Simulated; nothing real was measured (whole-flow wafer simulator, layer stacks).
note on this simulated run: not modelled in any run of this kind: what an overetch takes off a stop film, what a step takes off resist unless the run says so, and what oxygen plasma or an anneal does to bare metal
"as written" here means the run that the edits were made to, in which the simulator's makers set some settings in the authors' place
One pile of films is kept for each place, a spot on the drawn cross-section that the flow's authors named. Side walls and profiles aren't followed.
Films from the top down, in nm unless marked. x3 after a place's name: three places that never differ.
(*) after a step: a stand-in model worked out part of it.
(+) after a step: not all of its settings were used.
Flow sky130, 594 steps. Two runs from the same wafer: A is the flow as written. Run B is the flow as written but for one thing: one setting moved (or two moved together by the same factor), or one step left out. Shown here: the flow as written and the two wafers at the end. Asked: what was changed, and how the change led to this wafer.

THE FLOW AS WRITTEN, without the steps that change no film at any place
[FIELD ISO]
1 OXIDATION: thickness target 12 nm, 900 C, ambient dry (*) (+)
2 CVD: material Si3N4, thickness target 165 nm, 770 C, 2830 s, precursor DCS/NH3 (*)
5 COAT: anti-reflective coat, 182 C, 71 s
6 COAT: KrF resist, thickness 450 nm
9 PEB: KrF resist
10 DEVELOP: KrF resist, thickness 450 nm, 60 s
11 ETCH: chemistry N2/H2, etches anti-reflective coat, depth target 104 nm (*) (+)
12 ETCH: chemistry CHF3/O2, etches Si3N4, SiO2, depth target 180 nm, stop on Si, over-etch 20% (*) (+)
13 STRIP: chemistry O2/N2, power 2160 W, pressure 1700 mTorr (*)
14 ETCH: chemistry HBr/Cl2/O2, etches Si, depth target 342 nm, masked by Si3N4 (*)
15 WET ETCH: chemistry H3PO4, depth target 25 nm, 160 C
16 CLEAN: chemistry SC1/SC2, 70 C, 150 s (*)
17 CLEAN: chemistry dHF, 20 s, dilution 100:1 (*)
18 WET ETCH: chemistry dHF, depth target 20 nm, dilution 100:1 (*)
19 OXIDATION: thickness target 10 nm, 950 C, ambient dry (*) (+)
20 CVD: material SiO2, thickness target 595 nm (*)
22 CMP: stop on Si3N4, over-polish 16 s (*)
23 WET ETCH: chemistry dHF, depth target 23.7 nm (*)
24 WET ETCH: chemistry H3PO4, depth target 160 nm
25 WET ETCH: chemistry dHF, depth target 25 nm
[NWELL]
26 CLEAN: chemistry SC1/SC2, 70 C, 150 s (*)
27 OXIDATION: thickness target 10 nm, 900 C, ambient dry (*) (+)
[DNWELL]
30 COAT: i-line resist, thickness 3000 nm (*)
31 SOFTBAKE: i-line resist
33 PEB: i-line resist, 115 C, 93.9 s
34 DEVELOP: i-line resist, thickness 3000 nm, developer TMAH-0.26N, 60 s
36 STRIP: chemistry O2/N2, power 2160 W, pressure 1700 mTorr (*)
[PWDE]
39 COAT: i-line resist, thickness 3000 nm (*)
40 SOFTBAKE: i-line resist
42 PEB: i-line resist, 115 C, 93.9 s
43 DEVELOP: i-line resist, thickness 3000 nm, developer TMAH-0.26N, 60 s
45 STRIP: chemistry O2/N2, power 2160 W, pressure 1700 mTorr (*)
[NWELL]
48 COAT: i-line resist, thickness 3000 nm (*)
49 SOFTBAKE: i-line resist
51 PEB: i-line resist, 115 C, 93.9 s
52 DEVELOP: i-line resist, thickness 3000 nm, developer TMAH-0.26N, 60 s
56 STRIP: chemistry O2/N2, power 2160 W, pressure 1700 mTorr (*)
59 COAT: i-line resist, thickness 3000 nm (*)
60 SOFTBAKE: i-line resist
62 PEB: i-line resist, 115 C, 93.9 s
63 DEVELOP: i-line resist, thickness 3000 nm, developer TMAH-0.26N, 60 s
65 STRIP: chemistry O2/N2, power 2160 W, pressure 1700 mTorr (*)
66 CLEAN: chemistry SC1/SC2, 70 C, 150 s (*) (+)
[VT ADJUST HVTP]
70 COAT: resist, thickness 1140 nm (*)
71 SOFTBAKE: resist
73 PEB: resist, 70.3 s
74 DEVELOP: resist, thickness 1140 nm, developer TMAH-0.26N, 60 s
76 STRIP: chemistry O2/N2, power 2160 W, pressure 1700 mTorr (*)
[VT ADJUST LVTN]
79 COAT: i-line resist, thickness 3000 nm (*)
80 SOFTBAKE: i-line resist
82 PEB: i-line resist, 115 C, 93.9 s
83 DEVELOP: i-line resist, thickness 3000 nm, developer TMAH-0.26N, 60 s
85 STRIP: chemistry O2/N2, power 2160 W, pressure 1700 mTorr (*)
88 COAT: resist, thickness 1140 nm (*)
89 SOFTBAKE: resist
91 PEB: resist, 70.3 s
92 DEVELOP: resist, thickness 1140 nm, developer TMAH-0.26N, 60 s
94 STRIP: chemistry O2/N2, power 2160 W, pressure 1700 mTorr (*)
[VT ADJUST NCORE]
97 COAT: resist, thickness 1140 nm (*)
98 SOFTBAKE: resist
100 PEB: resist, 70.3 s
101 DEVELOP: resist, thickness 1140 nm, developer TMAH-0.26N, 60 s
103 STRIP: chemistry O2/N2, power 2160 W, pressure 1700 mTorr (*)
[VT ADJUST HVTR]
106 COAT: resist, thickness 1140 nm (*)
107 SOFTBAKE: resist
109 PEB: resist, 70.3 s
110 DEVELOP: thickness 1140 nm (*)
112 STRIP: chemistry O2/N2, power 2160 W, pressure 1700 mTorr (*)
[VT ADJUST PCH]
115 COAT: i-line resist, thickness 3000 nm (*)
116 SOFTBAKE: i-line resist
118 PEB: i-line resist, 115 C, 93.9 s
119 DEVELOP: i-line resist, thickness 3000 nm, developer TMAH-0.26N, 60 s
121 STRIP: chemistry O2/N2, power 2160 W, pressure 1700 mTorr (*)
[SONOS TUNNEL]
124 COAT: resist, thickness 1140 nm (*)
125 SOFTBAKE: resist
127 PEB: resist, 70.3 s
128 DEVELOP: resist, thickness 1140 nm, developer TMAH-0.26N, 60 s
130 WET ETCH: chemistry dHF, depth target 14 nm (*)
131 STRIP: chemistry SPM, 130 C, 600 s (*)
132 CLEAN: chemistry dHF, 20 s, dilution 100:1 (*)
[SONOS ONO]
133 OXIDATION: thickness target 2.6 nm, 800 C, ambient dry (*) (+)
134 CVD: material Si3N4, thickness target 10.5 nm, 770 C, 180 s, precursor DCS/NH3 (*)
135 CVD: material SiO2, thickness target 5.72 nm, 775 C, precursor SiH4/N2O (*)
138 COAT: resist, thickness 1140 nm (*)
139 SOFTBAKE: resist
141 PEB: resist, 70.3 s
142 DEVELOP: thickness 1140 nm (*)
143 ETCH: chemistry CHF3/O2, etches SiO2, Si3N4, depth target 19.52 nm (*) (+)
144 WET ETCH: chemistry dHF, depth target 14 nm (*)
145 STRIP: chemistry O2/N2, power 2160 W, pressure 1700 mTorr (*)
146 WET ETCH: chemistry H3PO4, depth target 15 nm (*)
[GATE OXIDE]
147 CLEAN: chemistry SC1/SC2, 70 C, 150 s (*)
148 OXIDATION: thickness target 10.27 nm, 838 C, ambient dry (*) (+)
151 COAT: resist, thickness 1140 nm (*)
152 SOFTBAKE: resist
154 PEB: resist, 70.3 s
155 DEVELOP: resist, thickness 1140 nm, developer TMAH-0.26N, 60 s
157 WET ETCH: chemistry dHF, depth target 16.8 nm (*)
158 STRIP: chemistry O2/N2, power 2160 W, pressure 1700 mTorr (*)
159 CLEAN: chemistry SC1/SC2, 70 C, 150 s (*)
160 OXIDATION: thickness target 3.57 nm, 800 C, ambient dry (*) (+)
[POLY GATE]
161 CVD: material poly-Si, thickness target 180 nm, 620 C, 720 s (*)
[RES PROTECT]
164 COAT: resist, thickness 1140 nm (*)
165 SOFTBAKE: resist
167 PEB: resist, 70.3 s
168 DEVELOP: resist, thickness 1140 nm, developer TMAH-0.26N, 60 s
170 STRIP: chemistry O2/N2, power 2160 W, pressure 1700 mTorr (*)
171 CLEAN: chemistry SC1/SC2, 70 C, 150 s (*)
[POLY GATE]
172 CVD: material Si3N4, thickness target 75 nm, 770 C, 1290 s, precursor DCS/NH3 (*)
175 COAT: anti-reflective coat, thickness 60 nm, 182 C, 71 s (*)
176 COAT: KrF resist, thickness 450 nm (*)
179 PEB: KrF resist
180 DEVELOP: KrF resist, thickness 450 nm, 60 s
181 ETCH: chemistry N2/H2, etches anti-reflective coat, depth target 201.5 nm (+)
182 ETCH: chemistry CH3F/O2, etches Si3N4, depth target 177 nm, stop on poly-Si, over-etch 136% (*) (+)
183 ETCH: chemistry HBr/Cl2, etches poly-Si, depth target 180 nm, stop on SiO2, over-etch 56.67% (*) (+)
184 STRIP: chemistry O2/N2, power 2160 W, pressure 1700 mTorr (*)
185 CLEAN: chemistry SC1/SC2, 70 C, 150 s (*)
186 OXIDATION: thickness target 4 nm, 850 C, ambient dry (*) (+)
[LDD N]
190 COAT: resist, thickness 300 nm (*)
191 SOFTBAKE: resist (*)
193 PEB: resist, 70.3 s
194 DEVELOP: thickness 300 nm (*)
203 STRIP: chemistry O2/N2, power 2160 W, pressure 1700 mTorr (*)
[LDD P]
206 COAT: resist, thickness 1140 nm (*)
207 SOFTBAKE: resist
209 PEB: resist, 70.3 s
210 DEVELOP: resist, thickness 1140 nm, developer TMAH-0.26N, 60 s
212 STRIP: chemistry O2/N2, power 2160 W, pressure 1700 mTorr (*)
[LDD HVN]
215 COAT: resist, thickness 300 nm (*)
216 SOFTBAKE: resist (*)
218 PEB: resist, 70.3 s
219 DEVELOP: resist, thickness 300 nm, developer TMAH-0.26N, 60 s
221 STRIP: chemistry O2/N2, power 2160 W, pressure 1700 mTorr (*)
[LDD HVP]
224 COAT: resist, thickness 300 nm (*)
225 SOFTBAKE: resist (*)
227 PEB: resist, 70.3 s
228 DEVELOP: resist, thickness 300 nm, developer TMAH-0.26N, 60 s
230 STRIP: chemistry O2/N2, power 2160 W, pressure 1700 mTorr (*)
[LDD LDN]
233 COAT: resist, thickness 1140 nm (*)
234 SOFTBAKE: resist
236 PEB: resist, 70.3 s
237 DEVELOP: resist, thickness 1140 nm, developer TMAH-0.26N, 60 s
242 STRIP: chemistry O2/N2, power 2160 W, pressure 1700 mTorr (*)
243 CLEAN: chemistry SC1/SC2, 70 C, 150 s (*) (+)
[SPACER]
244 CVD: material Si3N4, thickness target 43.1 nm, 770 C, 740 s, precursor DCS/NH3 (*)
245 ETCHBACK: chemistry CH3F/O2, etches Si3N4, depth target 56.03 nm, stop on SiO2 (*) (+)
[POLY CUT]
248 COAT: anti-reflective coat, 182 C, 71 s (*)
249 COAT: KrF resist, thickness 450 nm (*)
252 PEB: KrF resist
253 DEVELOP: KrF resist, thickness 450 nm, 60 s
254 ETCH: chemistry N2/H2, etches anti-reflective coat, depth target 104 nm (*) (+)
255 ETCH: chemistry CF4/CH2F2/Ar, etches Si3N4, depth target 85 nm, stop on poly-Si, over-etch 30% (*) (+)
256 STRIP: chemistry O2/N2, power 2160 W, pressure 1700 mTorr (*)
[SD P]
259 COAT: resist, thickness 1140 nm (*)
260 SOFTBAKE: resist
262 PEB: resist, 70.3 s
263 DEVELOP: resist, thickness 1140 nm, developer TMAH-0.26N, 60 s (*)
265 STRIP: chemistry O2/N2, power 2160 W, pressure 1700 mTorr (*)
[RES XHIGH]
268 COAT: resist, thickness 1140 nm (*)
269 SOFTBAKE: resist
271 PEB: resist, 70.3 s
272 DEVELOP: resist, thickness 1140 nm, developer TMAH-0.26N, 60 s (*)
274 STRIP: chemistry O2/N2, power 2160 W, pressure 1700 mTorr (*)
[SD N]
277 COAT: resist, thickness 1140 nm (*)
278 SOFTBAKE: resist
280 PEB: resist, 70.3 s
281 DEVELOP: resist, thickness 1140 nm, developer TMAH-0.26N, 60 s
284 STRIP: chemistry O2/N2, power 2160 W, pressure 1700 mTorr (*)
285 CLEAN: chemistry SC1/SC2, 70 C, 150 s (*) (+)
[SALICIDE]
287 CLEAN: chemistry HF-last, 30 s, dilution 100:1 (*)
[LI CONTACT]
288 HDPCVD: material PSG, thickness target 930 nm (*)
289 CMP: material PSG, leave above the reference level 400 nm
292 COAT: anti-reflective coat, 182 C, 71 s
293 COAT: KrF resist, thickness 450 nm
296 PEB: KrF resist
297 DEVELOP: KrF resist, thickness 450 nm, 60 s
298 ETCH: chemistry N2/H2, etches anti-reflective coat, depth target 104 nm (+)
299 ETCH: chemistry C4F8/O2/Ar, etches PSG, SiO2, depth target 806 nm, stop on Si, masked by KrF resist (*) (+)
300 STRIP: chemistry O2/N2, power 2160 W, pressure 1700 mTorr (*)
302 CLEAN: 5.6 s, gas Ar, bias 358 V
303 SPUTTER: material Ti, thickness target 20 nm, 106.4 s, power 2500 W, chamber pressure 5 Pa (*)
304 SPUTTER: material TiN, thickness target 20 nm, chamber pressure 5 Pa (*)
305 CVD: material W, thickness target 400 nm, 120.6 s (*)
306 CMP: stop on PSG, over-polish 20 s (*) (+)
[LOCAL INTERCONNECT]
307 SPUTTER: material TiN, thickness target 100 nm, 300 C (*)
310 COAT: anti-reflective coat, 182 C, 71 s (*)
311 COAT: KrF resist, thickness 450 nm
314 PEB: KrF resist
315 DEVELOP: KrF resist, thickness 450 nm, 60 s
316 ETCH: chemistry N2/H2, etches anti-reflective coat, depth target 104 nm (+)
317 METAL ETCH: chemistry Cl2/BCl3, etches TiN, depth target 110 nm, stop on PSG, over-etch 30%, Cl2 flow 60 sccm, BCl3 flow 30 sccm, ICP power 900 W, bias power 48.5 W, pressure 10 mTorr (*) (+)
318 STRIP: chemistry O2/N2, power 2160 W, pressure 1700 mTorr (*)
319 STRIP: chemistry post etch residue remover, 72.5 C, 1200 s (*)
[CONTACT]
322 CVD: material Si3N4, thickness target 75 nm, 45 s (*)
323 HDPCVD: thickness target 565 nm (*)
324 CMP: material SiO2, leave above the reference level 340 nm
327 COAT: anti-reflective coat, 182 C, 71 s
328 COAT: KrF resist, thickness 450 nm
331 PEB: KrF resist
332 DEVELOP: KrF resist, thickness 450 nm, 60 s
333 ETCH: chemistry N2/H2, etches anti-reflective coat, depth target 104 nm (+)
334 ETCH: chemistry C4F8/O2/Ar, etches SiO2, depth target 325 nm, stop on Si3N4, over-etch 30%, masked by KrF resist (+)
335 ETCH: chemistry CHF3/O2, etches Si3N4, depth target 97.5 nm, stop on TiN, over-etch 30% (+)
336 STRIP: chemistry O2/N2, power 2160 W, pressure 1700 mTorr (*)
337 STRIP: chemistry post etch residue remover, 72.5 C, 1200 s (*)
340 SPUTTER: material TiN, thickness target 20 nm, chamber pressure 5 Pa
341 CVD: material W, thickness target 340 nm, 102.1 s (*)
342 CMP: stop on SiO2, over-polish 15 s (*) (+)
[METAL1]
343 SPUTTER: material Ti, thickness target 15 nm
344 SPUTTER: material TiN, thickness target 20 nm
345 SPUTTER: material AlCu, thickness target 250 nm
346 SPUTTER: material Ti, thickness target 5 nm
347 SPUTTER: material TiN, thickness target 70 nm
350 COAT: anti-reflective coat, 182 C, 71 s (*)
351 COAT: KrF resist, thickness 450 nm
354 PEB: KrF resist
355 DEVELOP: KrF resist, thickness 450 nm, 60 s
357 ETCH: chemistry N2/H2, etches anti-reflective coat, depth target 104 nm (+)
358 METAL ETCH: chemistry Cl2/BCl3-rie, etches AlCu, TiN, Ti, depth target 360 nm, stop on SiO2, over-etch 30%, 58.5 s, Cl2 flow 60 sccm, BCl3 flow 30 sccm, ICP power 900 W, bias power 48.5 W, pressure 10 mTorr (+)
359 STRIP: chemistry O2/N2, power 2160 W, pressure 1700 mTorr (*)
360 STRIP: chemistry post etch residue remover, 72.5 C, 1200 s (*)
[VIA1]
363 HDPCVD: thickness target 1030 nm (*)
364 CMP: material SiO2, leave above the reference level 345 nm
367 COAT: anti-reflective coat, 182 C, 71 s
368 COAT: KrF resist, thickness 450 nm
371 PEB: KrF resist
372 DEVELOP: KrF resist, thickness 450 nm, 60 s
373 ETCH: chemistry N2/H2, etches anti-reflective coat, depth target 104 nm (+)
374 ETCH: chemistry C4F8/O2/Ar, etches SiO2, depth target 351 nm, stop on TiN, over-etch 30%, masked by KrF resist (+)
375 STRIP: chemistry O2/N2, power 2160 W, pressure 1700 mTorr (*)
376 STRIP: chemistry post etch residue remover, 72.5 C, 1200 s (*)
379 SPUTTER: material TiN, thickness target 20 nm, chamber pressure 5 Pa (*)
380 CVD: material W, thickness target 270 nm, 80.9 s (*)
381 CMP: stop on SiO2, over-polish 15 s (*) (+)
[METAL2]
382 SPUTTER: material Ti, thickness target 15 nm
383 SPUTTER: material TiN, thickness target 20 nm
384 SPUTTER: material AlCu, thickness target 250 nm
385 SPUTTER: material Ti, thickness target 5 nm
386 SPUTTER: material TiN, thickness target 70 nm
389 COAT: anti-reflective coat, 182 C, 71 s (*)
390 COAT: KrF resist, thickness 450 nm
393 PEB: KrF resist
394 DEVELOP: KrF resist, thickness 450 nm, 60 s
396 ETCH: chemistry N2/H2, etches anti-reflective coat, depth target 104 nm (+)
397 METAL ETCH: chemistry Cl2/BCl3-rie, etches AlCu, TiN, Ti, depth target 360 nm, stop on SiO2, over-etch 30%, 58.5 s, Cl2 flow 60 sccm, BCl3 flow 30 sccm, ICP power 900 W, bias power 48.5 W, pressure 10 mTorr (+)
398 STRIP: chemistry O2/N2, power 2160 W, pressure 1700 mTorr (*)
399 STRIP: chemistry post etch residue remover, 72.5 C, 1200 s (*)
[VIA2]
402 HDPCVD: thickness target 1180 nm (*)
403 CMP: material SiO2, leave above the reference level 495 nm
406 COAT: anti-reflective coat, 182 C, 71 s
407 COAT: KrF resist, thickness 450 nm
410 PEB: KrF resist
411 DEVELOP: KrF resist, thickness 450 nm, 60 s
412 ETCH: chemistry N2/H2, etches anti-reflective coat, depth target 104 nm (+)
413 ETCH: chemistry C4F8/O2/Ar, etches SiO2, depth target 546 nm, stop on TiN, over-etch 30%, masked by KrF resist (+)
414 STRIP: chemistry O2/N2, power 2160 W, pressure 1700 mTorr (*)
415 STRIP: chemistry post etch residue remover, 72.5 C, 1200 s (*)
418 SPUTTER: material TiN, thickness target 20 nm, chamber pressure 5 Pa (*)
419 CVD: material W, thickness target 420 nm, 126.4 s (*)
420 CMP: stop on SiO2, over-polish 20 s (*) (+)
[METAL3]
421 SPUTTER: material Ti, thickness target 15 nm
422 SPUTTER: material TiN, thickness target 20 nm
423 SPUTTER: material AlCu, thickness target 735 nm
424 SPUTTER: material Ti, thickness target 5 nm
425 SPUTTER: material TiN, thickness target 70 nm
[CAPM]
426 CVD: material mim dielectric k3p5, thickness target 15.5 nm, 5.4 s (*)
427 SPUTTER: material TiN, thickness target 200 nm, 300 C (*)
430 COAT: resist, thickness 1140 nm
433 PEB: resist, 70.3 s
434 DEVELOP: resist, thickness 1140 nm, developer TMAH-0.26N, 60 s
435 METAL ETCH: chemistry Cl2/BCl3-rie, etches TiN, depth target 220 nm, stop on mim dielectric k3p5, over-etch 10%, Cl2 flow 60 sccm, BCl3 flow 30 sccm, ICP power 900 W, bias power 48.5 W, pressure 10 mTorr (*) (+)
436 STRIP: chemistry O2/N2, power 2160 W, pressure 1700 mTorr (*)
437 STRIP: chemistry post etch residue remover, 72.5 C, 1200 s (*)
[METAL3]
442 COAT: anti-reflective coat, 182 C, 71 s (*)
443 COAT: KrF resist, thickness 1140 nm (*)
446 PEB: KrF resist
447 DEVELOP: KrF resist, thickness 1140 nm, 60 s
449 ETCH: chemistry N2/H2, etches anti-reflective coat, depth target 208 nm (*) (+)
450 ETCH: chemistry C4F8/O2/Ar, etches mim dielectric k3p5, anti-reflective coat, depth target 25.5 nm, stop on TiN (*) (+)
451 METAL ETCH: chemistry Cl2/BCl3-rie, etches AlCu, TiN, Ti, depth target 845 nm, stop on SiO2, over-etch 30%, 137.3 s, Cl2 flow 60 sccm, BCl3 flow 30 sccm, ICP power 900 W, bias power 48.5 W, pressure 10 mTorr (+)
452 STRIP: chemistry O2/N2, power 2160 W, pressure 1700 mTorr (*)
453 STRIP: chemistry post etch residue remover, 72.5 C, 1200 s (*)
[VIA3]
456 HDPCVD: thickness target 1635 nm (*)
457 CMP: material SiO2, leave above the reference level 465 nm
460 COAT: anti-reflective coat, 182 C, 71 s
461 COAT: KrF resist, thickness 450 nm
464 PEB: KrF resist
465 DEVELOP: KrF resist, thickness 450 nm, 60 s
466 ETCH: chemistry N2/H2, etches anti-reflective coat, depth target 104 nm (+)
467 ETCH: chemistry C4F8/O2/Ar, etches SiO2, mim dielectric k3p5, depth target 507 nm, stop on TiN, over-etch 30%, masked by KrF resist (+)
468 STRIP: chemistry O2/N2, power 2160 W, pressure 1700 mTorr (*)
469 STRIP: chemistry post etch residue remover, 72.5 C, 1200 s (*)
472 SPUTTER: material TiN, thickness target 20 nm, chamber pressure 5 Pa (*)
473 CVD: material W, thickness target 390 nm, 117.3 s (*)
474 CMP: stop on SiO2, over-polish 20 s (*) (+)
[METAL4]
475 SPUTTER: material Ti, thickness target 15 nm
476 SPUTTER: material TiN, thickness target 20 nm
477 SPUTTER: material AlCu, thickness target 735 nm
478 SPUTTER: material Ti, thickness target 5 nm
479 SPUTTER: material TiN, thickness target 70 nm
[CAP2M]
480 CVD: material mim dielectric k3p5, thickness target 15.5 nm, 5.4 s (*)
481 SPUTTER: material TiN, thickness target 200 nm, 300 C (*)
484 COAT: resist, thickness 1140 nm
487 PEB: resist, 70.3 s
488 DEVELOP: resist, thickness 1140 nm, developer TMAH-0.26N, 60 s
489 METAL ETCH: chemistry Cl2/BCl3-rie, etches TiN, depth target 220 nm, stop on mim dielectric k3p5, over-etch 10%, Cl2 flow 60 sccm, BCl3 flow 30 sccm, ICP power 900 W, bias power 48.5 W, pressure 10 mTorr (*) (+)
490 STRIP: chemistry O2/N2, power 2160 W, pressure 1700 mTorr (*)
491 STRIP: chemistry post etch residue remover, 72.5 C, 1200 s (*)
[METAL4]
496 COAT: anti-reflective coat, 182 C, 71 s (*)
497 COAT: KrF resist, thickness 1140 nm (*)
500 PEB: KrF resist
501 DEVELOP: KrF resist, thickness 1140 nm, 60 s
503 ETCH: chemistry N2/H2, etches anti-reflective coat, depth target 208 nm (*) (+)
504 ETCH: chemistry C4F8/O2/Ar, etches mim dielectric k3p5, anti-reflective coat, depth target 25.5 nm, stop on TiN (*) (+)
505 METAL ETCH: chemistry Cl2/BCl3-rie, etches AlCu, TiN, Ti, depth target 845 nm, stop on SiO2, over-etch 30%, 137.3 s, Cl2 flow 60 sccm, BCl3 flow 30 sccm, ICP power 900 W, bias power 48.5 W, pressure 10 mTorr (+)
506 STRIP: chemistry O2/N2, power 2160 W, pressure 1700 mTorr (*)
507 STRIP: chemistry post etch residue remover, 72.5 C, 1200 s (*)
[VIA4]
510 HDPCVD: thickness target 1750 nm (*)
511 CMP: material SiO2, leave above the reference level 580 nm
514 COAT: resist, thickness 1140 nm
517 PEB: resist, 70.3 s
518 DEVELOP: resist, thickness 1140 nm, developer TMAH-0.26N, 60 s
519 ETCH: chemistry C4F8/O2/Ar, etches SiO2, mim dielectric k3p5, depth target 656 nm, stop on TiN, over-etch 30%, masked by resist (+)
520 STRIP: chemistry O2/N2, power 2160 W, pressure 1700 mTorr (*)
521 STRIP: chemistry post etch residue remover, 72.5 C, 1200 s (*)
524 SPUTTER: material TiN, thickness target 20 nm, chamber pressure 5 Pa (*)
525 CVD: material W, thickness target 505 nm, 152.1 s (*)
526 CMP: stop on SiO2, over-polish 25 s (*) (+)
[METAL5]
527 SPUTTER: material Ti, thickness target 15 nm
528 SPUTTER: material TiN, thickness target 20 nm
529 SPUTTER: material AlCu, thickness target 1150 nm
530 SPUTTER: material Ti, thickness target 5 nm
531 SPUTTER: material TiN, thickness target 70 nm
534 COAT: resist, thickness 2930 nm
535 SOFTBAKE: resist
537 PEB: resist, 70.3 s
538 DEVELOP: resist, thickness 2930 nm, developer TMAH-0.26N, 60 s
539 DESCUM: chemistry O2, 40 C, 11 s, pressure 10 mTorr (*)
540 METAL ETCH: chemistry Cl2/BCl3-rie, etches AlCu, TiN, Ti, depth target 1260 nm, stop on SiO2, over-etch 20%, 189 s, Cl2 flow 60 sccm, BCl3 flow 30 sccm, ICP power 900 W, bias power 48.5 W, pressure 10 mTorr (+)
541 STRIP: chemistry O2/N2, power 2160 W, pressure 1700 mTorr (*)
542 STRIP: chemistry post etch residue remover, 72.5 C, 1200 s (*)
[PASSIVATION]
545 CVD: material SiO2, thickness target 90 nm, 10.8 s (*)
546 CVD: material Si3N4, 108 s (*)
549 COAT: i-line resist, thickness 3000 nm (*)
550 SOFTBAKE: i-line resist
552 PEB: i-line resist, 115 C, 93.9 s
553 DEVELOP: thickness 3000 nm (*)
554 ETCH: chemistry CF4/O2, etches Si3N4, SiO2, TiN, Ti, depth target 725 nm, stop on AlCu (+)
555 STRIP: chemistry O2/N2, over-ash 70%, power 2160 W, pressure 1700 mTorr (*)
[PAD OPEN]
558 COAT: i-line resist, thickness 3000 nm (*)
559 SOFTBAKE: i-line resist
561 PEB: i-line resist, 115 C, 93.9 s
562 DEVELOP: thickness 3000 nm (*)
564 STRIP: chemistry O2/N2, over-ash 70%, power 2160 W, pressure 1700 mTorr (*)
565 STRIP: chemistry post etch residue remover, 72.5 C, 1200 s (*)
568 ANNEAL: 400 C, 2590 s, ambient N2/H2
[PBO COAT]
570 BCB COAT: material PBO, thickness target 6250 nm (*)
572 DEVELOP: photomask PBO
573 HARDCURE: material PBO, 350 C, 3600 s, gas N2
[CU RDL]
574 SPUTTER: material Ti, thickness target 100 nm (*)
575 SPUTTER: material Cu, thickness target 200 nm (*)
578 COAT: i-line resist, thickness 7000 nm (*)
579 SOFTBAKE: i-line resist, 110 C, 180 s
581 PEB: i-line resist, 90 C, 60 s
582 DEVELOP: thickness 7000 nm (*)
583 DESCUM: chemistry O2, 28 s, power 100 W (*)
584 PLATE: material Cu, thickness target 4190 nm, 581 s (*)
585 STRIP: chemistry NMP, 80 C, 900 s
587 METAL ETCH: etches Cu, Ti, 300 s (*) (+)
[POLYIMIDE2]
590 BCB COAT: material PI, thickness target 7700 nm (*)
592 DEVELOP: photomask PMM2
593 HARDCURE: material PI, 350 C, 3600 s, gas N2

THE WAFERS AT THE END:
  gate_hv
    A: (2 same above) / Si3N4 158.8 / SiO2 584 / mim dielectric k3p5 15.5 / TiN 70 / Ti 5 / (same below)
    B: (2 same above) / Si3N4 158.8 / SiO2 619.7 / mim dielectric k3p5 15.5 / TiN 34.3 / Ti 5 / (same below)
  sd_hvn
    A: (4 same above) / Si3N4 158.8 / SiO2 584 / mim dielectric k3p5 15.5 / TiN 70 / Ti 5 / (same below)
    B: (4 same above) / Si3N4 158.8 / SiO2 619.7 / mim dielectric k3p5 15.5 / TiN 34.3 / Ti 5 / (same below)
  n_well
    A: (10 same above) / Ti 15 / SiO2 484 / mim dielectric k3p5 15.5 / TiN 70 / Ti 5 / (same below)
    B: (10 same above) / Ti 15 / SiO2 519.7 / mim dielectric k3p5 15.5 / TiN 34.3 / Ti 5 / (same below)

The cause: step 479, SPUTTER: thickness target 34.3 nm was run, where the flow has thickness target 70 nm.
It can be read off the wafer: gate_hv has TiN 34.3, and step 479 as written asks for 70 nm.

How the change led to this, step by step:
  479 SPUTTER: material TiN, thickness target 70 nm
      field, active, n_well and 189 more: A TiN +70 (new film) | B TiN +34.3 (new film)
  505 METAL ETCH: chemistry Cl2/BCl3-rie, etches AlCu, TiN, Ti, depth target 845 nm, stop on SiO2, over-etch 30%, 137.3 s, Cl2 flow 60 sccm, BCl3 flow 30 sccm, ICP power 900 W, bias power 48.5 W, pressure 10 mTorr (+)
      field, gate, spacer and 68 more: A TiN -70 (all of it), Ti -5 (all of it), AlCu -735 (all of it), TiN -20 (all of it), Ti -15 (all of it), SiO2 -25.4 | B TiN -34.3 (all of it), Ti -5 (all of it), AlCu -735 (all of it), TiN -20 (all of it), Ti -15 (all of it), SiO2 -28.9
      active, vpp_iso1, mim_edge_plate and 14 more: A TiN -70 (all of it), Ti -5 (all of it), AlCu -735 (all of it), TiN -20 (all of it), Ti -15 (all of it), SiO2 -25.3 | B TiN -34.3 (all of it), Ti -5 (all of it), AlCu -735 (all of it), TiN -20 (all of it), Ti -15 (all of it), SiO2 -28.9
  511 CMP: material SiO2, leave above the reference level 580 nm
      n_well, p_well, gate_hv and 99 more: A SiO2 -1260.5 | B SiO2 -1224.8
      m1, via3_hole: A SiO2 -1259.9 | B SiO2 -1224.2
      (and at 1 more place)
  519 ETCH: chemistry C4F8/O2/Ar, etches SiO2, mim dielectric k3p5, depth target 656 nm, stop on TiN, over-etch 30%, masked by resist (+)
      m1: A SiO2 -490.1 (all of it), mim dielectric k3p5 -15.5 (all of it) | B SiO2 -525.8 (all of it), mim dielectric k3p5 -15.5 (all of it)
      via4_hole: A SiO2 -489.5 (all of it), mim dielectric k3p5 -15.5 (all of it) | B SiO2 -525.2 (all of it), mim dielectric k3p5 -15.5 (all of it)
  525 CVD: material W, thickness target 505 nm, 152.1 s (*)
      m1: A W +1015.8 (new film) | B W +1051.7 (new film)
      via4_hole: A W +1015.2 (new film) | B W +1051.1 (new film)
